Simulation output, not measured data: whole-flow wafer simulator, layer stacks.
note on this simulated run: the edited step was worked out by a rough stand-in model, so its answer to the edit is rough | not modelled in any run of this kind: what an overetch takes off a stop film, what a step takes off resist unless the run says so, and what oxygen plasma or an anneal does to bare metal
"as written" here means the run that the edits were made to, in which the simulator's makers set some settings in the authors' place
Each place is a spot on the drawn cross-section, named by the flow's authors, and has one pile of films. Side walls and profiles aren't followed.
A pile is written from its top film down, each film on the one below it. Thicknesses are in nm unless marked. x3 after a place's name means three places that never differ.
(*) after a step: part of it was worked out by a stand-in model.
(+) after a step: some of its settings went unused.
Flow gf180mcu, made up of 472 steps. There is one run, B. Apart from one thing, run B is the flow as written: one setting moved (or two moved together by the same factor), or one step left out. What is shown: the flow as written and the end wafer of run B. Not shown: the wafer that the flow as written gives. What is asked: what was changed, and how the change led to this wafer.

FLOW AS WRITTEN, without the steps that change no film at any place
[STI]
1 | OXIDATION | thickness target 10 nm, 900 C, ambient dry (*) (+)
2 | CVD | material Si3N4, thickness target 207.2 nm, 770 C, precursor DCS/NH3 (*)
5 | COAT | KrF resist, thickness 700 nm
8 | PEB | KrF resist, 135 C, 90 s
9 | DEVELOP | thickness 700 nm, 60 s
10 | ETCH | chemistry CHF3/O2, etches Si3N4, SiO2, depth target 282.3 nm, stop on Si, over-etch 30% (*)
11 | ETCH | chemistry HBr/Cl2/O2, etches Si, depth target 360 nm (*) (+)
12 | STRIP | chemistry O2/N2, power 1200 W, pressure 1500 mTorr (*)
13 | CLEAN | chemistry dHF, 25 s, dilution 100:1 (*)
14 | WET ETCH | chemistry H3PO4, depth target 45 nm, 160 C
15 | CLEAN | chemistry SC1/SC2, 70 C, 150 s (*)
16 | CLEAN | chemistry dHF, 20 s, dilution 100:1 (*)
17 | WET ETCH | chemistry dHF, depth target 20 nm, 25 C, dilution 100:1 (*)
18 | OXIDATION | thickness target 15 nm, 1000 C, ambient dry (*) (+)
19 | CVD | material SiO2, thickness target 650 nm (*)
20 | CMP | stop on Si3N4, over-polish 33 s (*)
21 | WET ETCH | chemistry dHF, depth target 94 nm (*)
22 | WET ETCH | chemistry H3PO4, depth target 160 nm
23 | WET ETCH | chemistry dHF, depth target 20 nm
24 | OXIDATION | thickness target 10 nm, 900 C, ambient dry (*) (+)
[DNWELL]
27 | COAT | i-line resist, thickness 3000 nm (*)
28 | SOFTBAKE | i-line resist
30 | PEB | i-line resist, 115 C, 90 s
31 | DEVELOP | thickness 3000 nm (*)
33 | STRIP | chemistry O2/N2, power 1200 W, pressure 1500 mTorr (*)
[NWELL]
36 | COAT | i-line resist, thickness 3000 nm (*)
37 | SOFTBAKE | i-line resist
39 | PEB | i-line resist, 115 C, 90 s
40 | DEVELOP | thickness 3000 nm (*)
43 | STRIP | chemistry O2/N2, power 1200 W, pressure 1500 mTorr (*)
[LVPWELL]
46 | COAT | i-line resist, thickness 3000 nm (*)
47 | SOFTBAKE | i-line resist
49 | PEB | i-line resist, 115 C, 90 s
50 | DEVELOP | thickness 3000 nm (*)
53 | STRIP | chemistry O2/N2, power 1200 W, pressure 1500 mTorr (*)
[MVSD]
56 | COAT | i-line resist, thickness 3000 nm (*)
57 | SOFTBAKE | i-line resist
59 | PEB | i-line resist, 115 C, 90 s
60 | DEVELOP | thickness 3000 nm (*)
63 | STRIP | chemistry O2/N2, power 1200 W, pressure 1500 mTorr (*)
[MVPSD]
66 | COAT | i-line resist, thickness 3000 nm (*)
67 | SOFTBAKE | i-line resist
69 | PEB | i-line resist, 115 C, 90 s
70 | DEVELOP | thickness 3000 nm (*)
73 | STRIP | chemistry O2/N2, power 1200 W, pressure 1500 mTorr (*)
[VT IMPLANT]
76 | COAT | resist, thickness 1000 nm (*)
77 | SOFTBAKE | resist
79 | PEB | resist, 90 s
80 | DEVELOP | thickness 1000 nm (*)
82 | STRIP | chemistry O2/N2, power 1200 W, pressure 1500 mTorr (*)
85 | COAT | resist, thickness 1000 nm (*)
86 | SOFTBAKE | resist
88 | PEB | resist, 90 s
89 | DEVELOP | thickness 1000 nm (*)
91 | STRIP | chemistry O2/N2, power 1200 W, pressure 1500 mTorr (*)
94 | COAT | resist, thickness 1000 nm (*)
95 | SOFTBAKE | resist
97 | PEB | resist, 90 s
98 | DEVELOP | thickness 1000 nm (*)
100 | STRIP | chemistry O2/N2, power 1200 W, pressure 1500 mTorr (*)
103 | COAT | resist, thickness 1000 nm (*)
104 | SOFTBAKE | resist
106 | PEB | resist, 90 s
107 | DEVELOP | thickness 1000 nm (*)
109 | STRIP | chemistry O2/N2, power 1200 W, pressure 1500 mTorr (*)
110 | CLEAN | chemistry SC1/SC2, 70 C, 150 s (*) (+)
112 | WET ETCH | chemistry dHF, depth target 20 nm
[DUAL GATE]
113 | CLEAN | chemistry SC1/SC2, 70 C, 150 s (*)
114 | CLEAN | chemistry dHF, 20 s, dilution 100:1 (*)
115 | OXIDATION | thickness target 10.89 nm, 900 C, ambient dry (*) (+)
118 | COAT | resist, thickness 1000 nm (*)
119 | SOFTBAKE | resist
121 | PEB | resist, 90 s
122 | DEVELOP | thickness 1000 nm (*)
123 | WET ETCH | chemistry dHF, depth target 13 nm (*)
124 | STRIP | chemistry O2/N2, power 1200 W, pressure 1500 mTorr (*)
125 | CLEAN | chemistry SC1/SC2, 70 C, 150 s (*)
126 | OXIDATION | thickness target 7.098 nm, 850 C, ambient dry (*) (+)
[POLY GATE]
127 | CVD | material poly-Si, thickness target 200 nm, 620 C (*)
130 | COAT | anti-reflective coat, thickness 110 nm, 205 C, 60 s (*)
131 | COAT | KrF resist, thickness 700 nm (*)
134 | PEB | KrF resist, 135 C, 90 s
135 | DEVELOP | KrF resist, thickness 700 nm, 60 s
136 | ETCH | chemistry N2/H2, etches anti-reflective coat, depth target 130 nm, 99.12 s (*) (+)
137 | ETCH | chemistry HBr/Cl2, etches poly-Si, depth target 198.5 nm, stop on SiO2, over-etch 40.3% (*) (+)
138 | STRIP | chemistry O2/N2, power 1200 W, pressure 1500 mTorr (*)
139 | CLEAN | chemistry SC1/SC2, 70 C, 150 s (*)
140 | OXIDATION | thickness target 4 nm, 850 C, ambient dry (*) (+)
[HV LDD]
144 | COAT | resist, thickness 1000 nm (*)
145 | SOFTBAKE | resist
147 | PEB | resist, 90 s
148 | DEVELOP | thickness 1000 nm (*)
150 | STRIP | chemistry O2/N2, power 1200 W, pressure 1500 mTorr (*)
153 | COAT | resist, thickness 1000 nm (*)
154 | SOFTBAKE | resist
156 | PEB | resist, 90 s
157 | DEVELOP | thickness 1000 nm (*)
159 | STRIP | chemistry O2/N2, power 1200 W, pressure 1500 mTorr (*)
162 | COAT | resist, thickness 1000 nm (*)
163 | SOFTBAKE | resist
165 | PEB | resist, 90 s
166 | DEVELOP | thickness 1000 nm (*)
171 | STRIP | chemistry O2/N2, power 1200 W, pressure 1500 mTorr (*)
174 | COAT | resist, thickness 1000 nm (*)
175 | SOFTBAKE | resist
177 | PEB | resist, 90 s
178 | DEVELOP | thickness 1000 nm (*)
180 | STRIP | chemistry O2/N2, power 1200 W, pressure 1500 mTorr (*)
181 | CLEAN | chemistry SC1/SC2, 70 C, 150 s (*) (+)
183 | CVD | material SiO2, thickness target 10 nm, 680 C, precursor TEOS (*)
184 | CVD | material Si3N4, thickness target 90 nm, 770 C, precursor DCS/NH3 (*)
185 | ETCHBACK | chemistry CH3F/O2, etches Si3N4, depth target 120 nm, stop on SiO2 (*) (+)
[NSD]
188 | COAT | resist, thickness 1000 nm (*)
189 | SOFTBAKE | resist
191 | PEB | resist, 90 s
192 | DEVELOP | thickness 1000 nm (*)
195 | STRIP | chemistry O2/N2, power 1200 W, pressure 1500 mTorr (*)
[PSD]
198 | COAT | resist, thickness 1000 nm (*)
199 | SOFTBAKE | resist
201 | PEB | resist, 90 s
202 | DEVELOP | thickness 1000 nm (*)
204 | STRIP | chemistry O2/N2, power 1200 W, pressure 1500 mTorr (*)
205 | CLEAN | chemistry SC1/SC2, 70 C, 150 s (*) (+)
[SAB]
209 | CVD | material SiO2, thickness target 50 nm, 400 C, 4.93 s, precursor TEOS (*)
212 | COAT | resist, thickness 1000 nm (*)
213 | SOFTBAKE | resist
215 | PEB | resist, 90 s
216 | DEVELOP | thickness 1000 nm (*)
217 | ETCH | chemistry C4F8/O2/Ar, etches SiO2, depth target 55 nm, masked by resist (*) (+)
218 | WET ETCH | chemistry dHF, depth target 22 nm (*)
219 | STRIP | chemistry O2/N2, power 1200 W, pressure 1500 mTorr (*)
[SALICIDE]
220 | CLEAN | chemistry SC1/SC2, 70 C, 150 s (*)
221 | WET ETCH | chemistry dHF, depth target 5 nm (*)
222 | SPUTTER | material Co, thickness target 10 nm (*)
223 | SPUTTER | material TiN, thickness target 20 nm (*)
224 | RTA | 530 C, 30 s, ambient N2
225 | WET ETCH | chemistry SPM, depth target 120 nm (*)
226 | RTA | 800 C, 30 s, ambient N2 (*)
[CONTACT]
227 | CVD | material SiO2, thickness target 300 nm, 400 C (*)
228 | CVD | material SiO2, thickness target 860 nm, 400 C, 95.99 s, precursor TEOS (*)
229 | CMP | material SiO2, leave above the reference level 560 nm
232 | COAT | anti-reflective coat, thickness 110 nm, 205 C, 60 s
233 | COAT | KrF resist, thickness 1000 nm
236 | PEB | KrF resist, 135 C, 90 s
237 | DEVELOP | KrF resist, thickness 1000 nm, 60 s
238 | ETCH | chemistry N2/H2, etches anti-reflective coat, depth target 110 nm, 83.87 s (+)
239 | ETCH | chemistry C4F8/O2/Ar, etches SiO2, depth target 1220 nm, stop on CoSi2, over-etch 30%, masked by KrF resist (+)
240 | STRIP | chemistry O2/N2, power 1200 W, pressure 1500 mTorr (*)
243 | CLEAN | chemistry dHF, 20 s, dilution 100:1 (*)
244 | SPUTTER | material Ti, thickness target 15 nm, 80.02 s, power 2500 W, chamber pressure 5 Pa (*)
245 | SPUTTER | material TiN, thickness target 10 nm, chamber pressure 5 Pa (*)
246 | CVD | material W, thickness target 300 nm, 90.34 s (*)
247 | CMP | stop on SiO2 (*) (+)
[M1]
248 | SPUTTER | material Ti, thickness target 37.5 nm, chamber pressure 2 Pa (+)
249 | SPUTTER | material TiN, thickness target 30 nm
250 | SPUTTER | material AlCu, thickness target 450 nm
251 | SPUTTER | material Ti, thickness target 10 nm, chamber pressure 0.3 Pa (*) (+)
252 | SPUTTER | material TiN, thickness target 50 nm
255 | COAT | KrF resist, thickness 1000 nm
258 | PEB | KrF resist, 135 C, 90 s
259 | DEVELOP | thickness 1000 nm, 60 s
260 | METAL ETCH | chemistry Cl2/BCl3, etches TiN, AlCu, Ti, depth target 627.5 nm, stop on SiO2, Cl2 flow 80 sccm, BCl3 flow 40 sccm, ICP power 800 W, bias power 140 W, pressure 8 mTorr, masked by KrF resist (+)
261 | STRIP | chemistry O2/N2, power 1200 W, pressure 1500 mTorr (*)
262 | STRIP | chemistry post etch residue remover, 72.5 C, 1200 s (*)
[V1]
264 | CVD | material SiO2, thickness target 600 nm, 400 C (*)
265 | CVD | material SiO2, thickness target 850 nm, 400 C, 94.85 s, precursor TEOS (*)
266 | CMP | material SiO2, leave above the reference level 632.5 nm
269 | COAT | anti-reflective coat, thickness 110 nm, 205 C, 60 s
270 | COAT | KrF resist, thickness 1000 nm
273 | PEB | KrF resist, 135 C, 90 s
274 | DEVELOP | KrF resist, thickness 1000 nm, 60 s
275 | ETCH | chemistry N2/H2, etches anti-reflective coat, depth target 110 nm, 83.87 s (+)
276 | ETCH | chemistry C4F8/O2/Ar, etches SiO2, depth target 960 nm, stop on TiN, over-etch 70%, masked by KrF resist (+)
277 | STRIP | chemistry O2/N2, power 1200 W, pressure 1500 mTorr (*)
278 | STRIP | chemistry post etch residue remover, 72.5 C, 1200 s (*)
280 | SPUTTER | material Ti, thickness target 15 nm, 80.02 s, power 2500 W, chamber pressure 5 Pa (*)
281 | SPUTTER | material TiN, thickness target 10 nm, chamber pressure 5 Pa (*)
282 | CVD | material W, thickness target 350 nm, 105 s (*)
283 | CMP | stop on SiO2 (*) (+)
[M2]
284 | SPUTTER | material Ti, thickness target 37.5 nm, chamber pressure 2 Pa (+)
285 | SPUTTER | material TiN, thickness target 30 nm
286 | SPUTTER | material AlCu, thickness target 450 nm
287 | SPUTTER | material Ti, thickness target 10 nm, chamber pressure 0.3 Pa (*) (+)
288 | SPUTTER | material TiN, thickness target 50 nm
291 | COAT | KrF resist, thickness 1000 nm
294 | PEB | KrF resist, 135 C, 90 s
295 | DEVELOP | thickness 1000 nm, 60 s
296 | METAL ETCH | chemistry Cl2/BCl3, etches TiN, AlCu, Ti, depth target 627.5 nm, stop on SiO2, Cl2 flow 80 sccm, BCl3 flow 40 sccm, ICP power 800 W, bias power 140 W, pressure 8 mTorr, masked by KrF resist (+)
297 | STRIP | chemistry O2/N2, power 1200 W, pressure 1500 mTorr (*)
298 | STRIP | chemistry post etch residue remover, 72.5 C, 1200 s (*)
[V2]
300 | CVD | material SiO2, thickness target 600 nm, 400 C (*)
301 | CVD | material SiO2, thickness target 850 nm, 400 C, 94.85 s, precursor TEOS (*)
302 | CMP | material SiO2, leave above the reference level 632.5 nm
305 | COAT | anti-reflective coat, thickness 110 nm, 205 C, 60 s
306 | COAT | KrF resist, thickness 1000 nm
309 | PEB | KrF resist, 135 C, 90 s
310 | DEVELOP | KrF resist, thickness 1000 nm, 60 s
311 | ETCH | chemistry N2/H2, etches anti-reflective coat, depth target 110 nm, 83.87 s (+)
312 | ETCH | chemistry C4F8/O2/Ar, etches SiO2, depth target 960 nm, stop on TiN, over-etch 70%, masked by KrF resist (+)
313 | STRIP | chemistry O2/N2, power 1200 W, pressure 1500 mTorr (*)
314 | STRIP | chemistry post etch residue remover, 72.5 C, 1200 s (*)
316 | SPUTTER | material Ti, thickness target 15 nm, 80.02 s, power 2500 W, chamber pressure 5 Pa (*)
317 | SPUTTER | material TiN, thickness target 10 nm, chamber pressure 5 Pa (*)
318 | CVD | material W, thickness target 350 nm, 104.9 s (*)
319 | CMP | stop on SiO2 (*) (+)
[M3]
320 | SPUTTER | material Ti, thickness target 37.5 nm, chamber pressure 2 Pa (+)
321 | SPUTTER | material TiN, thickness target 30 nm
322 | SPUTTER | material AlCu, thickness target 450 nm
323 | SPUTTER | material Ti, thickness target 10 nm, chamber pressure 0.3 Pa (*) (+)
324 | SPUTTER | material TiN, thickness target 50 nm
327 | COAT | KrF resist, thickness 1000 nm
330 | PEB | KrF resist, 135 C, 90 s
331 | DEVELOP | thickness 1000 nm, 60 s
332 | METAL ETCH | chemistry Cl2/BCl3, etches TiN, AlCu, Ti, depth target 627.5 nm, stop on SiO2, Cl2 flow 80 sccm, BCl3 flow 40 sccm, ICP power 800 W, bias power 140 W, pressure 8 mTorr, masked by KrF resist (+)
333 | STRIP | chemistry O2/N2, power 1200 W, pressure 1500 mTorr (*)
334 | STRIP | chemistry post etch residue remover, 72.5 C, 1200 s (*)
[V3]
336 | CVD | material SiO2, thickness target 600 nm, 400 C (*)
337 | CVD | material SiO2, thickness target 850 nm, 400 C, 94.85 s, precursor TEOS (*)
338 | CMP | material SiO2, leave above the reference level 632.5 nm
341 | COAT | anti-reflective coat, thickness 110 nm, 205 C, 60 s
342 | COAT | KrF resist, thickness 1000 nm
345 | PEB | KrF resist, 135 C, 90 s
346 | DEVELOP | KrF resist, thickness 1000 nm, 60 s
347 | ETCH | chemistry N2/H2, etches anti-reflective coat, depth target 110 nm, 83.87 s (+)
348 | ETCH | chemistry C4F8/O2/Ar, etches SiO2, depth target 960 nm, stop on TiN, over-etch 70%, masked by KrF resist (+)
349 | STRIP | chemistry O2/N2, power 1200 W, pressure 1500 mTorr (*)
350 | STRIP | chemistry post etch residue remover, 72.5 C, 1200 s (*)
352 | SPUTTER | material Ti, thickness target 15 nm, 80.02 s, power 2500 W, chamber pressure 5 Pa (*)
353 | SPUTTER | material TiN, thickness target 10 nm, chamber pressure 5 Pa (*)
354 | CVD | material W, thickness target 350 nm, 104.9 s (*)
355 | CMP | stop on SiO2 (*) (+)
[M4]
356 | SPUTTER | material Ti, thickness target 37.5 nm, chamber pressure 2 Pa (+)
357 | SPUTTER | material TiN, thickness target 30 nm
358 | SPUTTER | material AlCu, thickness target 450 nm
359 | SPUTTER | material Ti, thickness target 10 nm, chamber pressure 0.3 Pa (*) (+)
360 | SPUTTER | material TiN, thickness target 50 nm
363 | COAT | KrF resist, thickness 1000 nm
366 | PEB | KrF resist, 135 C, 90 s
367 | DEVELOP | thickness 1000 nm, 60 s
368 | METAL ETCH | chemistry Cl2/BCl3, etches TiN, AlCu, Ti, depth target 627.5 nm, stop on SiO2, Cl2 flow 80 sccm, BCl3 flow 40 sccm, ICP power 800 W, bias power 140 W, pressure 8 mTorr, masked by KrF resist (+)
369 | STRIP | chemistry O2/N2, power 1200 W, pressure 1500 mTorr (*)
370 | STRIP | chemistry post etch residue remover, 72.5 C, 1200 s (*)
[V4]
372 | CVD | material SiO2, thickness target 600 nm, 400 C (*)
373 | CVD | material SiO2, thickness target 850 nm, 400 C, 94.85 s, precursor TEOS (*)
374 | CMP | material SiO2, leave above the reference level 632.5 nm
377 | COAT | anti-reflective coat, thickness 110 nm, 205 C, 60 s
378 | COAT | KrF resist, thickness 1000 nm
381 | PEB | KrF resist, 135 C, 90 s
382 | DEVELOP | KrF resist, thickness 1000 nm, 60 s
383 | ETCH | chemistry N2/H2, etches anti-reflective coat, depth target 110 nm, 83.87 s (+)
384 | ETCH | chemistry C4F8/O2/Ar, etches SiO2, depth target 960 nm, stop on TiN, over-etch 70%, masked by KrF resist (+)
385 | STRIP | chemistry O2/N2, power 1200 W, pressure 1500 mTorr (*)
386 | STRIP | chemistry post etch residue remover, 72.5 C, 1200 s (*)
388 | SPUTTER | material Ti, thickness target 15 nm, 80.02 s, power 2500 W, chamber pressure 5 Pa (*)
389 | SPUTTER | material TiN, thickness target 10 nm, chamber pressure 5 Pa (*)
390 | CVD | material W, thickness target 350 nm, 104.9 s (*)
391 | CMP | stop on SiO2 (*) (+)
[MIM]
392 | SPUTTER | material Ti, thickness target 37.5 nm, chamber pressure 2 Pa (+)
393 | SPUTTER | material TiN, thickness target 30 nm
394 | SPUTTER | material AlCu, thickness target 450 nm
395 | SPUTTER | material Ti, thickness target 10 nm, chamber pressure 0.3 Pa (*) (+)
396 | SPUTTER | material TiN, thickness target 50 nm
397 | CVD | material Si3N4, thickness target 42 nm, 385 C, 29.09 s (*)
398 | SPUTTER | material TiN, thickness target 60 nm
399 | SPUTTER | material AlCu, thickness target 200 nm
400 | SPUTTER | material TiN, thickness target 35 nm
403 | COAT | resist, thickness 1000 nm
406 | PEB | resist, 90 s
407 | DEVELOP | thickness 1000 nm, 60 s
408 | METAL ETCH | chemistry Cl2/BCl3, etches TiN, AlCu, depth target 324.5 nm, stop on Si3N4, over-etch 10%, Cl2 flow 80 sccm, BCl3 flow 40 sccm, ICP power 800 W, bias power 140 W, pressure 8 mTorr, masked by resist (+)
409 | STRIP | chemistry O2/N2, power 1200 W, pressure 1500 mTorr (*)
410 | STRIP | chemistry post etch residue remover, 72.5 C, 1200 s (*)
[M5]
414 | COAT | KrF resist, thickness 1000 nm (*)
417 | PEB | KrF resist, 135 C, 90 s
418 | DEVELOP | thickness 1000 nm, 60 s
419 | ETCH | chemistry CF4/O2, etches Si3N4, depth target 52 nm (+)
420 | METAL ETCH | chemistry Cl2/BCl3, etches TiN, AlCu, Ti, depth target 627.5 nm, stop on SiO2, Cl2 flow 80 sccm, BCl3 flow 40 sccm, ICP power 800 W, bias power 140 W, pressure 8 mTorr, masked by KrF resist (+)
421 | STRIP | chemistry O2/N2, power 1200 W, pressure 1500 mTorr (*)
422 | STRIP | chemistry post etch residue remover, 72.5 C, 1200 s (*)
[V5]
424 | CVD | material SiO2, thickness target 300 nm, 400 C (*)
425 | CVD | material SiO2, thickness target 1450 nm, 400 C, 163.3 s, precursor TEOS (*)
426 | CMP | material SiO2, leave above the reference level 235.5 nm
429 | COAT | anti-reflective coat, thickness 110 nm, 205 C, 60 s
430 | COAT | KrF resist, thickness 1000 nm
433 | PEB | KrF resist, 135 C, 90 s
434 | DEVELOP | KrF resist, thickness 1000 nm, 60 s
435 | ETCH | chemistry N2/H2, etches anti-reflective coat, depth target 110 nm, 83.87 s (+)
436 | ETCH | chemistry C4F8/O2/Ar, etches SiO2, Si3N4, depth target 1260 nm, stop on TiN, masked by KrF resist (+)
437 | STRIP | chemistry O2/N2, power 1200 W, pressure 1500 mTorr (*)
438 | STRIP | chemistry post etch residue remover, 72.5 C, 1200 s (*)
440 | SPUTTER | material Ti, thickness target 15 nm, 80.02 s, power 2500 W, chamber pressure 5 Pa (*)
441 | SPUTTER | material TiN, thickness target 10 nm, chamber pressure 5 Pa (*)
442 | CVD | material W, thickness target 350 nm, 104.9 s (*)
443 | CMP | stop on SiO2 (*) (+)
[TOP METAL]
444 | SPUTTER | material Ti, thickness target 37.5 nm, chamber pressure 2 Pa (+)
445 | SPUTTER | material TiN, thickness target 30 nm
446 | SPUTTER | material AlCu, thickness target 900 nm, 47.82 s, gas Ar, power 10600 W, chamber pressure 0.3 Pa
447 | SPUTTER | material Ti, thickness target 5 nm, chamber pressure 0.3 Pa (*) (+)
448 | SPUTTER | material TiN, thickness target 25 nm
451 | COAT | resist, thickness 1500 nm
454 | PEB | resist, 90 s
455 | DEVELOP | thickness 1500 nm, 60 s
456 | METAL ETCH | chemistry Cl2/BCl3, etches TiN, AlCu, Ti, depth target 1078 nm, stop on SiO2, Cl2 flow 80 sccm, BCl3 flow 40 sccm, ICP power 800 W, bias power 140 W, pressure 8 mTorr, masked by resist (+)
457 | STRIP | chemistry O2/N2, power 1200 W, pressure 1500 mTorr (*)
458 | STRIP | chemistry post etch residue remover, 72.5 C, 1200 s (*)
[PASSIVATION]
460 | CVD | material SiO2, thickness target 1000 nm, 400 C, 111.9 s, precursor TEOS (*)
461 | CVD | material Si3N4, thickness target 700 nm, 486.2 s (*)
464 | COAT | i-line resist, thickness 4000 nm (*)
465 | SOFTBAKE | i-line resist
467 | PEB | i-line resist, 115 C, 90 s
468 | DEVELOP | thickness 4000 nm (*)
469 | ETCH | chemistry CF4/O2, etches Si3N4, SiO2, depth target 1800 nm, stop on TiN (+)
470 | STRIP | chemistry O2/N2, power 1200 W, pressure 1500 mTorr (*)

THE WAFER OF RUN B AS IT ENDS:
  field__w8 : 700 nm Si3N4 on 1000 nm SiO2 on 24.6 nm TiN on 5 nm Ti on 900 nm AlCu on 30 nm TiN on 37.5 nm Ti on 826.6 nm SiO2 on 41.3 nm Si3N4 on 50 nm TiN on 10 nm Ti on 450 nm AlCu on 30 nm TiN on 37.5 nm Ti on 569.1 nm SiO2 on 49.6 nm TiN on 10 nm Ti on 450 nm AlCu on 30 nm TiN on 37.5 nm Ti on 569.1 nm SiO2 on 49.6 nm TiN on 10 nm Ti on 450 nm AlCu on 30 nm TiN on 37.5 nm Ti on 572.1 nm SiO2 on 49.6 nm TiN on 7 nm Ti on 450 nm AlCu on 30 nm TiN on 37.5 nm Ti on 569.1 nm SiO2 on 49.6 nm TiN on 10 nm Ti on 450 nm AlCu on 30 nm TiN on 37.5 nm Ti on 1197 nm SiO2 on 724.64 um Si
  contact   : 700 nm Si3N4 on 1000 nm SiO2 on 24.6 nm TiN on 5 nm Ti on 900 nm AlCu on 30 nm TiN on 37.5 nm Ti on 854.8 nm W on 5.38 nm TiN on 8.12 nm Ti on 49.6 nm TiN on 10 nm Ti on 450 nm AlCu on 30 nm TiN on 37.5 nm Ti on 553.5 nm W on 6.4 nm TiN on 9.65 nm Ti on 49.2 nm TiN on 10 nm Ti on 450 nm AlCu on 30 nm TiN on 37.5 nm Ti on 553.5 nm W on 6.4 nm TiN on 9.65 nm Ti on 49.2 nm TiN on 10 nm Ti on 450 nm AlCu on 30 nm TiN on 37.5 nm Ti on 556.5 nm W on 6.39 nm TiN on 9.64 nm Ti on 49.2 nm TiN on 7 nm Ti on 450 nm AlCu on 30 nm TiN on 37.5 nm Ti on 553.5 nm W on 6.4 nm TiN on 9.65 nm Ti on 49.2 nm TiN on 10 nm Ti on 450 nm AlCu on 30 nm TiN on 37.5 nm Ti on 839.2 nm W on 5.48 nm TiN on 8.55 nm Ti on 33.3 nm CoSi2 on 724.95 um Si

The reason: step 287, SPUTTER: thickness target 7 nm was run, whereas the flow has thickness target 10 nm.
One can read it off the wafer: field__w8 has Ti 7, and step 287 as written asks for 10 nm.

The path from the change to this, step by step:
  287 | SPUTTER | material Ti, thickness target 10 nm, chamber pressure 0.3 Pa (*) (+)
      field, field__w1, field__w2 and 108 more: +7 Ti (new film) (in the flow as written it would be: +10 Ti (new film))
  296 | METAL ETCH | chemistry Cl2/BCl3, etches TiN, AlCu, Ti, depth target 627.5 nm, stop on SiO2, Cl2 flow 80 sccm, BCl3 flow 40 sccm, ICP power 800 W, bias power 140 W, pressure 8 mTorr, masked by KrF resist (+)
      field, field__w1, field__w2 and 103 more: -50 TiN (all of it), -7 Ti (all of it), -450 AlCu (all of it), -30 TiN (all of it), -37.5 Ti (all of it) (in the flow as written it would be: -50 TiN (all of it), -10 Ti (all of it), -450 AlCu (all of it), -30 TiN (all of it), -37.5 Ti (all of it))
